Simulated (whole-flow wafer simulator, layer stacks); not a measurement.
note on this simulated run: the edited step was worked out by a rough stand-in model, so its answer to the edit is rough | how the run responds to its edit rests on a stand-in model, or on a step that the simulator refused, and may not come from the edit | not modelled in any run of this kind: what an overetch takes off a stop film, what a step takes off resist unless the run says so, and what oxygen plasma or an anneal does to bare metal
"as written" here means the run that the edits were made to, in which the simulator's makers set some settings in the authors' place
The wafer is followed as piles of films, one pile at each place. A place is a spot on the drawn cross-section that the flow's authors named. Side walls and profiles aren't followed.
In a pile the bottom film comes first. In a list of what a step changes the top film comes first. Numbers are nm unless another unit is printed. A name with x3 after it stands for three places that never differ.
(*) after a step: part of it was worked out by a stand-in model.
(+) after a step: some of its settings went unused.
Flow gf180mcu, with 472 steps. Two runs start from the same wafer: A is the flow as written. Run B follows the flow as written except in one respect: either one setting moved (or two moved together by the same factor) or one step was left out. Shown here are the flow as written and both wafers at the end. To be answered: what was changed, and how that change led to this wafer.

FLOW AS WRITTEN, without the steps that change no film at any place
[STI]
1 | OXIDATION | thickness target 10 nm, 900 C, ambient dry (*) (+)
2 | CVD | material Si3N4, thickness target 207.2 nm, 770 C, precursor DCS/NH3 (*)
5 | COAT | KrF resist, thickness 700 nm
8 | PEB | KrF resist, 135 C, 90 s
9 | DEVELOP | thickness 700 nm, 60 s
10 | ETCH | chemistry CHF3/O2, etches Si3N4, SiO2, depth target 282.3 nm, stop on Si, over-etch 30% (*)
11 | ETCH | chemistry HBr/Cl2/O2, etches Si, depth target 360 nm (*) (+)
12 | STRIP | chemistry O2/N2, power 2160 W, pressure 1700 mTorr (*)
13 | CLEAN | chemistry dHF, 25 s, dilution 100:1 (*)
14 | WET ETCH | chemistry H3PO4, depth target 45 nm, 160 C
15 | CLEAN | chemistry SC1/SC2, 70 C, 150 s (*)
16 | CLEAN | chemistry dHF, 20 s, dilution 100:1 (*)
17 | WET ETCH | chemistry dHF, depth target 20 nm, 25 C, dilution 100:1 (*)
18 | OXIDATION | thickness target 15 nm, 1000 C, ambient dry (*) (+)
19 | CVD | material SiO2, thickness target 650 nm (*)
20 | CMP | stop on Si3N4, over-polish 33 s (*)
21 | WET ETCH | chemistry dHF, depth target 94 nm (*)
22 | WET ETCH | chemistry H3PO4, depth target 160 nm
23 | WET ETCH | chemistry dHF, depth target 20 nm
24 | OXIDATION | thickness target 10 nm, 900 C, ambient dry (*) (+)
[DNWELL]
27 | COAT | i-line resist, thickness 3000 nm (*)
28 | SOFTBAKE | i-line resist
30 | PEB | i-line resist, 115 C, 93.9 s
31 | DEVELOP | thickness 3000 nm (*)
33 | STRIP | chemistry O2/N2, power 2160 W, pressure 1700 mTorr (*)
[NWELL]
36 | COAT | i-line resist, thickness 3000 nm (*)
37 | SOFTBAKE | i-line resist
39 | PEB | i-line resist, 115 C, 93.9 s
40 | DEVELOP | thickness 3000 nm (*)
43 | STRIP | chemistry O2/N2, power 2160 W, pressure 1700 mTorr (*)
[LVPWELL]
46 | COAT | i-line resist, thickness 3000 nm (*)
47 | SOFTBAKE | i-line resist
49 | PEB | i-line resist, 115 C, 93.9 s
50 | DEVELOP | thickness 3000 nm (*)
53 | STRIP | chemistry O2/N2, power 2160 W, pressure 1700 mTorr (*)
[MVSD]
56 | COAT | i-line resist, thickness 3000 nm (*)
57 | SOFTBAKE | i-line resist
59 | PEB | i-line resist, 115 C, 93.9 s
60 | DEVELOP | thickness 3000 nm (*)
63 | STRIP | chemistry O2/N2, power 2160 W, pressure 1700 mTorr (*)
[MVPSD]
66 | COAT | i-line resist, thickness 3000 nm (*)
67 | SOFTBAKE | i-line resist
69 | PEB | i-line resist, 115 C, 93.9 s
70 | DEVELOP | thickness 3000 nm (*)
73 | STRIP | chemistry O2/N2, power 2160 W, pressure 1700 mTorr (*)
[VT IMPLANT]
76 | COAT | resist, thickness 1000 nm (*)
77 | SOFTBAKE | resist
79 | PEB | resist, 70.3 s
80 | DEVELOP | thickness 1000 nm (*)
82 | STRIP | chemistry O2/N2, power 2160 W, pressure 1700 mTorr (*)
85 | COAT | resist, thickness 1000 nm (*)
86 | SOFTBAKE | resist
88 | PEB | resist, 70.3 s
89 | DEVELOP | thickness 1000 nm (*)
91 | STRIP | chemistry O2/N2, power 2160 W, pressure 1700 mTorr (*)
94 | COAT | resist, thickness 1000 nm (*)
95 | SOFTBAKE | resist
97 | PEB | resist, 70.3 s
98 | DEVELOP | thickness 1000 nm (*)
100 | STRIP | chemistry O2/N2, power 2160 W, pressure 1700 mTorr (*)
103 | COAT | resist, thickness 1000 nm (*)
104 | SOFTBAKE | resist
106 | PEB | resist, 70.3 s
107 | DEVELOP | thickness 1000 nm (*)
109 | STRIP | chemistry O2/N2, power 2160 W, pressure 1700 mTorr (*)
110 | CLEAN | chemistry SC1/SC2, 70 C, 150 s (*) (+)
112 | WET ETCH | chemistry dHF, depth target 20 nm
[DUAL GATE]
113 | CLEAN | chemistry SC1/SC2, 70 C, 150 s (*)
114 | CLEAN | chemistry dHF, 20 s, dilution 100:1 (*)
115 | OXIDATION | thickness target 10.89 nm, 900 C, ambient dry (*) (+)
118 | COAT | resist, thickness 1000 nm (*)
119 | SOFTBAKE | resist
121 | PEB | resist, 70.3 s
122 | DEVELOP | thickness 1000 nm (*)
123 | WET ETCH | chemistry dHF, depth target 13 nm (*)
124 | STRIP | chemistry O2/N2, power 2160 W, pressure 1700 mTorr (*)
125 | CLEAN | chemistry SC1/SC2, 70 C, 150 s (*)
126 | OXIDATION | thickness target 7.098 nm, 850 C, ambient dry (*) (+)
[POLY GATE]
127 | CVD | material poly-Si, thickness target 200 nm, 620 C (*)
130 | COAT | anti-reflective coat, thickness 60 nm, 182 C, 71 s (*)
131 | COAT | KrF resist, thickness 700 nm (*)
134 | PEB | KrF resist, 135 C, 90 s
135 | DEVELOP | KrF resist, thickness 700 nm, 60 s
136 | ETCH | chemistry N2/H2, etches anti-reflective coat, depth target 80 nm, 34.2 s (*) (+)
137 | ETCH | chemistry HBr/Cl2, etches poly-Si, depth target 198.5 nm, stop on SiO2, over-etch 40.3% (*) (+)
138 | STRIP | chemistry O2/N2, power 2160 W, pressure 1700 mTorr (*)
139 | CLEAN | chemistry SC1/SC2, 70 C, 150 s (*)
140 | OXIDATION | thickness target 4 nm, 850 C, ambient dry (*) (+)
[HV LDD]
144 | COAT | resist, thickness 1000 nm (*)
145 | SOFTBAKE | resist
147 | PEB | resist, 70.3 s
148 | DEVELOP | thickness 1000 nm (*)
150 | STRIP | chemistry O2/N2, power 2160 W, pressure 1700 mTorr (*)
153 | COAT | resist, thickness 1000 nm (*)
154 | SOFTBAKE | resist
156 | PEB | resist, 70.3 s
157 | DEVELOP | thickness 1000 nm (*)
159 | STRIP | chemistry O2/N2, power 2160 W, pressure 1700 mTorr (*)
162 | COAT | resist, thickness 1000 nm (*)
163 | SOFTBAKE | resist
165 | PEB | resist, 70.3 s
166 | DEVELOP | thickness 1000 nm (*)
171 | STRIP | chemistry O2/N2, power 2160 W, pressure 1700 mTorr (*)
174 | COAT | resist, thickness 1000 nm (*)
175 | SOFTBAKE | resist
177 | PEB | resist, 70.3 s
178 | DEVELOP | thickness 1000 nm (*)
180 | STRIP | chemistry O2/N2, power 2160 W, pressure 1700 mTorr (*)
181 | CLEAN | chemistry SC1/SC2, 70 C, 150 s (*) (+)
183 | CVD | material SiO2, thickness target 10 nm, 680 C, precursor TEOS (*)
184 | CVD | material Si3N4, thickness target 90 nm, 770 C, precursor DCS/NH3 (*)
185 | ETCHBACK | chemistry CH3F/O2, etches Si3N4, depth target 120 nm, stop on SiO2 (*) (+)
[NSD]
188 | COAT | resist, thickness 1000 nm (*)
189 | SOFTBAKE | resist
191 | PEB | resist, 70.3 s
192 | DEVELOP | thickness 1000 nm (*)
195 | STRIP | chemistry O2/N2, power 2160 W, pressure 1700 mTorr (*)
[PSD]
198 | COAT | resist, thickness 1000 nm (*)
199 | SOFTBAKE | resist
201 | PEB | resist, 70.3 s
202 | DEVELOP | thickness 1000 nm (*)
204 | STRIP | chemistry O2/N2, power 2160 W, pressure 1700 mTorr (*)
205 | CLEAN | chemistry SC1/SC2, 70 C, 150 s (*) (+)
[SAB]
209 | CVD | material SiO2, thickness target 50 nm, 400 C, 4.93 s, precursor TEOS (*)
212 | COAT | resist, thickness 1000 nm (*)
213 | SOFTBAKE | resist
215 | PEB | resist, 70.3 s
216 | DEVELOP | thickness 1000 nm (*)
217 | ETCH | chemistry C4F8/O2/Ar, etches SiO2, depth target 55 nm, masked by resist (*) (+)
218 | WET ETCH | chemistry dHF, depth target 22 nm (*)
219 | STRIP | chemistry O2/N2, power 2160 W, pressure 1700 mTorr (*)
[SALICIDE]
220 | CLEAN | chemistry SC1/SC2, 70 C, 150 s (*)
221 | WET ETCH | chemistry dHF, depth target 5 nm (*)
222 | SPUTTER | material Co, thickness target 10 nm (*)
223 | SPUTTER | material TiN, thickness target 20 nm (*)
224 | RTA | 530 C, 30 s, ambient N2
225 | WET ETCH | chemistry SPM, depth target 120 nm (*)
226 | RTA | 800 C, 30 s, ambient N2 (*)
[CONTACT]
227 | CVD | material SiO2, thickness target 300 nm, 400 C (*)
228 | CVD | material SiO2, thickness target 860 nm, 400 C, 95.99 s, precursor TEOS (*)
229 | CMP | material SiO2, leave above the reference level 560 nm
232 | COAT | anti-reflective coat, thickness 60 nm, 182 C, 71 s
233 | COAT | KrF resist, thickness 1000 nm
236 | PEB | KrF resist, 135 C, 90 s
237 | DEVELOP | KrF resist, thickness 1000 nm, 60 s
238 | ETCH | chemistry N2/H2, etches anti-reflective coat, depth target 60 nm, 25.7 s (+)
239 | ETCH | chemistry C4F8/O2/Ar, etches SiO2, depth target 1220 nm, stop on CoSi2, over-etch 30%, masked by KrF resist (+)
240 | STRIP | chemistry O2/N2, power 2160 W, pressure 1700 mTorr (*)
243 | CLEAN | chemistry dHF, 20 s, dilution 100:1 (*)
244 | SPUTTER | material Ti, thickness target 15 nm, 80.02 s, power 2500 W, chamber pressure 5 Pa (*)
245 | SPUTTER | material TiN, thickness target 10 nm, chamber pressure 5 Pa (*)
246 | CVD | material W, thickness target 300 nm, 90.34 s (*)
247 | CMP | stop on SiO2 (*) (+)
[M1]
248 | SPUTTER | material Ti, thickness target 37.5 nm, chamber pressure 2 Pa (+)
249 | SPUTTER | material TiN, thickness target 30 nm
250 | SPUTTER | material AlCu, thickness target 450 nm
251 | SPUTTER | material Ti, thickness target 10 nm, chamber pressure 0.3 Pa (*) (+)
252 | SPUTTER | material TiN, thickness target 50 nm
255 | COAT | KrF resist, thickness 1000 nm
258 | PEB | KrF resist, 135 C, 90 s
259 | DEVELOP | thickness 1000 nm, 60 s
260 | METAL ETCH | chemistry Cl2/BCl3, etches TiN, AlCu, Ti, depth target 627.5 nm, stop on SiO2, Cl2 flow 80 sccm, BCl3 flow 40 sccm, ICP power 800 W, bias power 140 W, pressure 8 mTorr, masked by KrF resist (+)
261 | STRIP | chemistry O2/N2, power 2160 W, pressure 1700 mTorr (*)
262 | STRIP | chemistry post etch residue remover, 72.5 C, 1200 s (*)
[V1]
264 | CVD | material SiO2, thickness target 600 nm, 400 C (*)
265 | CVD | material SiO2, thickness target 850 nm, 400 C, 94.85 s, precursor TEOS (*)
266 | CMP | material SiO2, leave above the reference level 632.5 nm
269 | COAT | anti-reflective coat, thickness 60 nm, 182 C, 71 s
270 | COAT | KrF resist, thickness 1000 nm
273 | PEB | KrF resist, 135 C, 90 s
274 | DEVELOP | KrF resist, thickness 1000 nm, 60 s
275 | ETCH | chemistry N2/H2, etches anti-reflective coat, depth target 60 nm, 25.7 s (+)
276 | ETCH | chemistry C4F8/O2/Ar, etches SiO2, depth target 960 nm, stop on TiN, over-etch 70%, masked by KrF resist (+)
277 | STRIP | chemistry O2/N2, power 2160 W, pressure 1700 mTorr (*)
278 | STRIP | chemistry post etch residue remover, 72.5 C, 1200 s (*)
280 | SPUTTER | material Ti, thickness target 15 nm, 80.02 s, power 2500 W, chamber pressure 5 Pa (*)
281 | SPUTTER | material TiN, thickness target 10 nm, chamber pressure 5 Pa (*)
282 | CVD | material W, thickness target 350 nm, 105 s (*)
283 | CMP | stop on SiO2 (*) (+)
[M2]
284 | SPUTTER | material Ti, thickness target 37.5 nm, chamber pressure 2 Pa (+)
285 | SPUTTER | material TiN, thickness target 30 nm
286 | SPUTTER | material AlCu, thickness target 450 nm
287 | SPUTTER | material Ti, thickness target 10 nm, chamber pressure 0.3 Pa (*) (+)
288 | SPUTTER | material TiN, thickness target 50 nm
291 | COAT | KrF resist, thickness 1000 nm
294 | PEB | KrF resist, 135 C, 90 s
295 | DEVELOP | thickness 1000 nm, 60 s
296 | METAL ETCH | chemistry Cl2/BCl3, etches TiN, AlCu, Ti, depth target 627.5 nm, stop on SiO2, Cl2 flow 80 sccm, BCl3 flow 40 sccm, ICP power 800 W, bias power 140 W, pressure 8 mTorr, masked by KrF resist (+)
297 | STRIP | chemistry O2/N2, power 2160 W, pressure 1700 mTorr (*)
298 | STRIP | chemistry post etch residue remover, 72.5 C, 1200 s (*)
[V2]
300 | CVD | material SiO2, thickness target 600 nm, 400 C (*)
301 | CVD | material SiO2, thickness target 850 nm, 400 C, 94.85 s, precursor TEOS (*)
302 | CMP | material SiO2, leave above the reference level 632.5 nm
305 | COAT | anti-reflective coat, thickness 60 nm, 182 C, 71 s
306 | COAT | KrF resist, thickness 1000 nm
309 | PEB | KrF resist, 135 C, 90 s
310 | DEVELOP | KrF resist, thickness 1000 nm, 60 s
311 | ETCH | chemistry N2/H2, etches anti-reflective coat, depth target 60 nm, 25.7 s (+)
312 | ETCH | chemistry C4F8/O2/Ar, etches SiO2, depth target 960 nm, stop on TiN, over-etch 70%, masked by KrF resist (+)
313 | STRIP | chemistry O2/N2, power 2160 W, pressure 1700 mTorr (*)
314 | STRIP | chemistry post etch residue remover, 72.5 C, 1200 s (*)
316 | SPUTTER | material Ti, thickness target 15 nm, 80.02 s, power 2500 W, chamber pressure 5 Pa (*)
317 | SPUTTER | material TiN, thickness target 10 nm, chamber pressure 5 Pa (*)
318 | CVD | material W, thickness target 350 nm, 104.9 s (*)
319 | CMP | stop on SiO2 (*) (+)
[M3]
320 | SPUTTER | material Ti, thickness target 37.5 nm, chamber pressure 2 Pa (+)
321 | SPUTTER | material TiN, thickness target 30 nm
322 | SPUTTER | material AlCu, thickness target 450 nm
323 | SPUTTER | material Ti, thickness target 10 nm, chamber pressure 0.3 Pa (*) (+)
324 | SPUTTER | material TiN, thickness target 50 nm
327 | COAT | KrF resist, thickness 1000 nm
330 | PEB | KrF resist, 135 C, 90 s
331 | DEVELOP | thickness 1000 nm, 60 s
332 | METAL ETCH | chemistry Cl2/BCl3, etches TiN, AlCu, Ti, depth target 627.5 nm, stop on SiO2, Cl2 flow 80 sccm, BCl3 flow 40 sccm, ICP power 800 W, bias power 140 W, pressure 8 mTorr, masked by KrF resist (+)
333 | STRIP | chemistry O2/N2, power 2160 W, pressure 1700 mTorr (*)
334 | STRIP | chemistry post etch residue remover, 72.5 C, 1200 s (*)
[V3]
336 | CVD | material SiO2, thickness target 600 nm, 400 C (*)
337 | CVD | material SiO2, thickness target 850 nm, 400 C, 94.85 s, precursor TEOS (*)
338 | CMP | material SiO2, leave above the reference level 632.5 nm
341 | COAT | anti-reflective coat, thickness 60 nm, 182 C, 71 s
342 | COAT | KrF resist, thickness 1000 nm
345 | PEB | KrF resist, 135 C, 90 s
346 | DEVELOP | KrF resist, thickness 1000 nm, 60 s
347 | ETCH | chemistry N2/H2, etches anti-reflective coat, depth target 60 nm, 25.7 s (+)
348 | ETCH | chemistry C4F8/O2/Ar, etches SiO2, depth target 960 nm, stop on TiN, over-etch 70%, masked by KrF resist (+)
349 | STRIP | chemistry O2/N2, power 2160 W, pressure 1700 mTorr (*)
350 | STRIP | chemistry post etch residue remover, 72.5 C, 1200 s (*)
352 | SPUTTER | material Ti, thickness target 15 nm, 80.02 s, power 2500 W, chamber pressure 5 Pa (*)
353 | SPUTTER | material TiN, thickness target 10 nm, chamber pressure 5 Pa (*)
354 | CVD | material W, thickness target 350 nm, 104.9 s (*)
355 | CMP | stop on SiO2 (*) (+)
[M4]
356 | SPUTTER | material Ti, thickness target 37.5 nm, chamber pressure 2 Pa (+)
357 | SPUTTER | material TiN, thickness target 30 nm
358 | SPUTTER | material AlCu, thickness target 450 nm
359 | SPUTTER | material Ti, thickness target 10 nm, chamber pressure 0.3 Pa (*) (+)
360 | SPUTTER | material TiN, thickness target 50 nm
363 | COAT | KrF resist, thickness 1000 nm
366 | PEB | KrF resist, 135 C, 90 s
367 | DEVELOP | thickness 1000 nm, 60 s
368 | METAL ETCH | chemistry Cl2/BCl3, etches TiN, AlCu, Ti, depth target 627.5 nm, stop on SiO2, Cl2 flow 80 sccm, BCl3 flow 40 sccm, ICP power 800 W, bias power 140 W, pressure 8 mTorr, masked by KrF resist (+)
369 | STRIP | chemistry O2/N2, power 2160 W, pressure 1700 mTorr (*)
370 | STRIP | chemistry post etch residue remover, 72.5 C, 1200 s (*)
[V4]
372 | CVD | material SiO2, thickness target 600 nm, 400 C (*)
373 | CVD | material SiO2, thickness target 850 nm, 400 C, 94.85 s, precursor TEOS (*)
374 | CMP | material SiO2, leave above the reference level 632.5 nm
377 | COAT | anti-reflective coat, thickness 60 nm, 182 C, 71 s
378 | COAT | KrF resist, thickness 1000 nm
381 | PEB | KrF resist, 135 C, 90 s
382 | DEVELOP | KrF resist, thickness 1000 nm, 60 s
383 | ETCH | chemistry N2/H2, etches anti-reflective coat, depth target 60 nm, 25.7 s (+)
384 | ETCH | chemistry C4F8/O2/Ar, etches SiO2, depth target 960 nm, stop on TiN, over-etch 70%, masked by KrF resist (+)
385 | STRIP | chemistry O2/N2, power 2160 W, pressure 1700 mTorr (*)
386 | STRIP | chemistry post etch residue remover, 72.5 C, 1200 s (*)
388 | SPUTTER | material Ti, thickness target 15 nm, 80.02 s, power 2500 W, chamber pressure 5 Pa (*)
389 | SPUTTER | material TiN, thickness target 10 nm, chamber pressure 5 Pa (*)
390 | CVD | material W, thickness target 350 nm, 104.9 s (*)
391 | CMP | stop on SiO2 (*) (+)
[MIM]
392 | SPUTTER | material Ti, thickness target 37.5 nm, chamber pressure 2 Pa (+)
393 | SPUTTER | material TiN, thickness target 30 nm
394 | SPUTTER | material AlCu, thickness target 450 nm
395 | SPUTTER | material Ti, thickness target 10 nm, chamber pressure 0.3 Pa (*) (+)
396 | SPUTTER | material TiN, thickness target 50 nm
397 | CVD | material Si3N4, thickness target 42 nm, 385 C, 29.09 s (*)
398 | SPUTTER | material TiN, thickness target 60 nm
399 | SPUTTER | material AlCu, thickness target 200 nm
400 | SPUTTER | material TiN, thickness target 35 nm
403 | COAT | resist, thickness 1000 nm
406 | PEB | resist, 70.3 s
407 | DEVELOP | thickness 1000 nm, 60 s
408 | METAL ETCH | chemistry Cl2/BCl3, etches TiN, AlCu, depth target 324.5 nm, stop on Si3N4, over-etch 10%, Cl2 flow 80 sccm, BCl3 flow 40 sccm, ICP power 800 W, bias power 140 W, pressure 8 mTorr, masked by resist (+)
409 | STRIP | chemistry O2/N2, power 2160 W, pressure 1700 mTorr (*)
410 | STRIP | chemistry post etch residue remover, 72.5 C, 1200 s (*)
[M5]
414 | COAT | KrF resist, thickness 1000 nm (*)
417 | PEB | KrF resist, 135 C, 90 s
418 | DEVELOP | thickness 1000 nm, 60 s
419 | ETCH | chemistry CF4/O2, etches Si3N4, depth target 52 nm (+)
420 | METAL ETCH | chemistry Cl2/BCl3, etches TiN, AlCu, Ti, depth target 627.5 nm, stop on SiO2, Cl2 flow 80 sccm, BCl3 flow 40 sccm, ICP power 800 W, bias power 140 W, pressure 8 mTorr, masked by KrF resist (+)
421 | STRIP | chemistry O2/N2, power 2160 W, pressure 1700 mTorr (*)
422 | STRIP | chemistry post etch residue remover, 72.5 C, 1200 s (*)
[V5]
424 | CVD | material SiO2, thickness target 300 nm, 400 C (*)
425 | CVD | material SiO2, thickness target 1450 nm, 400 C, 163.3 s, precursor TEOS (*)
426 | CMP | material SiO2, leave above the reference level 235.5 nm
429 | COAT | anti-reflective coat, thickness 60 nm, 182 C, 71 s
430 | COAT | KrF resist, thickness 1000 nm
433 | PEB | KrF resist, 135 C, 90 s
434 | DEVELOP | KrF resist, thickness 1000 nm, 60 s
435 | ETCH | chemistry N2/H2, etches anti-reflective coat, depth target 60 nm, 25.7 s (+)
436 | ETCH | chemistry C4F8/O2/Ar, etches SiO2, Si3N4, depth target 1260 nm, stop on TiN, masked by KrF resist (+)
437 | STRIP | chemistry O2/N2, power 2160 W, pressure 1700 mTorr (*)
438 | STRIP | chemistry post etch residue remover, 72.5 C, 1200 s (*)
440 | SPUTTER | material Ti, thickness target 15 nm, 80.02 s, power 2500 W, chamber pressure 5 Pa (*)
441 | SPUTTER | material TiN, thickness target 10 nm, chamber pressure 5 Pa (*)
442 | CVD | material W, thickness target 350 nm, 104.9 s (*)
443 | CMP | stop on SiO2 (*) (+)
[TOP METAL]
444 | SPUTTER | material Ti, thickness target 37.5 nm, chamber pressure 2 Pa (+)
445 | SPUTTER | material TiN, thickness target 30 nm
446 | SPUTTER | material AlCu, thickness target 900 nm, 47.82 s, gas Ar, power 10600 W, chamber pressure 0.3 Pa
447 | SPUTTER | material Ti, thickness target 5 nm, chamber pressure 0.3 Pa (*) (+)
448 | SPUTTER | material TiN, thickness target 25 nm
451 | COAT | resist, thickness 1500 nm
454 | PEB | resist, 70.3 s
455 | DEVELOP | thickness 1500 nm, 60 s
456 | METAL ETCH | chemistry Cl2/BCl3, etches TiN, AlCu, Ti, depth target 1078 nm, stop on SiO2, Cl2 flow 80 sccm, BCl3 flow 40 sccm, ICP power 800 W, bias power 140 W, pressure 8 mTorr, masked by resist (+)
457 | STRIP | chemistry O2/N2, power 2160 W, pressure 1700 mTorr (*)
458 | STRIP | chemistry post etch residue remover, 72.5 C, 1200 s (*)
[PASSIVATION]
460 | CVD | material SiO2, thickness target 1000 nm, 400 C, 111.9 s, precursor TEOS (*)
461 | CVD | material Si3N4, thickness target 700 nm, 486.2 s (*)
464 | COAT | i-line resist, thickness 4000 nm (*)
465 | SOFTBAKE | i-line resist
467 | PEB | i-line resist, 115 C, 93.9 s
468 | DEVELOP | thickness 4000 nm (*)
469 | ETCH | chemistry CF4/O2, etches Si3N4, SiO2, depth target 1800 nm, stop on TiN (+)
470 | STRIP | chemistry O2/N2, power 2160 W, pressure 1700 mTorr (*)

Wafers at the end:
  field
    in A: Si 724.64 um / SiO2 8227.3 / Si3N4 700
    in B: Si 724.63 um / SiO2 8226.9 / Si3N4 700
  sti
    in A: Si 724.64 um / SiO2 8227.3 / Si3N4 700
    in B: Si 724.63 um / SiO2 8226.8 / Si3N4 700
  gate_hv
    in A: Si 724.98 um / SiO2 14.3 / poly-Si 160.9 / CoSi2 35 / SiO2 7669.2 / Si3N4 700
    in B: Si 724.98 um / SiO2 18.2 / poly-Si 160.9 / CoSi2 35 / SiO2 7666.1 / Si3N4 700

The reason: step 115, OXIDATION: thickness target 15.24 nm was run, whereas the flow has thickness target 10.89 nm.

How this came from the change, step by step:
  115 | OXIDATION | thickness target 10.89 nm, 900 C, ambient dry (*) (+)
      active, n_well, p_well and 40 more: A +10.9 SiO2 (new film), -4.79 Si | B +15.2 SiO2 (new film), -6.71 Si
      sti, mim_1p0, pad and 19 more: A +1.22 SiO2, -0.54 Si | B +2.08 SiO2, -0.91 Si
      (as well as at 27 more places)
  123 | WET ETCH | chemistry dHF, depth target 13 nm (*)
      active, n_well, p_well and 12 more: A -10.9 SiO2 (all of it) | B -13 SiO2
  124 | STRIP | chemistry O2/N2, power 2160 W, pressure 1700 mTorr (*)
      active, n_well, p_well and 12 more: A +0.91 chemical SiO2 (new film), -0.4 Si | B nothing
  126 | OXIDATION | thickness target 7.098 nm, 850 C, ambient dry (*) (+)
      active, n_well, p_well and 12 more: A +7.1 SiO2 (new film), -0.76 chemical SiO2 (all of it), -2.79 Si | B +5.2 SiO2, -2.29 Si
  130 | COAT | anti-reflective coat, thickness 60 nm, 182 C, 71 s (*)
      p_well, spacer, sd_n: A +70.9 anti-reflective coat (new film) | B +72.6 anti-reflective coat (new film)
      ld_fp_p, ld_drift_p: A +47.8 anti-reflective coat (new film) | B +48.8 anti-reflective coat (new film)
      (as well as at 3 more places)
  136 | ETCH | chemistry N2/H2, etches anti-reflective coat, depth target 80 nm, 34.2 s (*) (+)
      p_well, spacer, sd_n: A -70.9 anti-reflective coat (all of it), -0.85 poly-Si | B -72.6 anti-reflective coat (all of it), -0.81 poly-Si
      ld_drift_p: A -47.8 anti-reflective coat (all of it), -1.44 poly-Si | B -48.8 anti-reflective coat (all of it), -1.42 poly-Si
      (as well as at 1 more place)
  138 | STRIP | chemistry O2/N2, power 2160 W, pressure 1700 mTorr (*)
      ld_fp_p: A +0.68 chemical SiO2 (new film), -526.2 KrF resist (all of it), -47.8 anti-reflective coat (all of it), -0.3 poly-Si | B +0.68 chemical SiO2 (new film), -526 KrF resist (all of it), -48.8 anti-reflective coat (all of it), -0.3 poly-Si
      ldn_fp: A +0.68 chemical SiO2 (new film), -530.2 KrF resist (all of it), -48.5 anti-reflective coat (all of it), -0.3 poly-Si | B +0.68 chemical SiO2 (new film), -530 KrF resist (all of it), -49.5 anti-reflective coat (all of it), -0.3 poly-Si
      (as well as at 1 more place)
  189 | SOFTBAKE | resist
      field__w9: A +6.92 resist | B -3.07 resist
      active_hv: A +2.68 resist | B -0.58 resist
      (as well as at 1 more place)
  199 | SOFTBAKE | resist
      field__w9: A +6.92 resist | B -3.07 resist
      active_hv: A +2.68 resist | B -0.58 resist
      (as well as at 1 more place)
  218 | WET ETCH | chemistry dHF, depth target 22 nm (*)
      ldn_tap, ldn_src, ldn_drn, ldp_tap, ldp_src, ldp_drn, ldp_gr: A -16 SiO2 (all of it) | B -19.8 SiO2 (all of it)
      ld_drn_n, ld_sd_p: A -14.8 SiO2 (all of it) | B -18.7 SiO2 (all of it)
      (as well as at 5 more places)
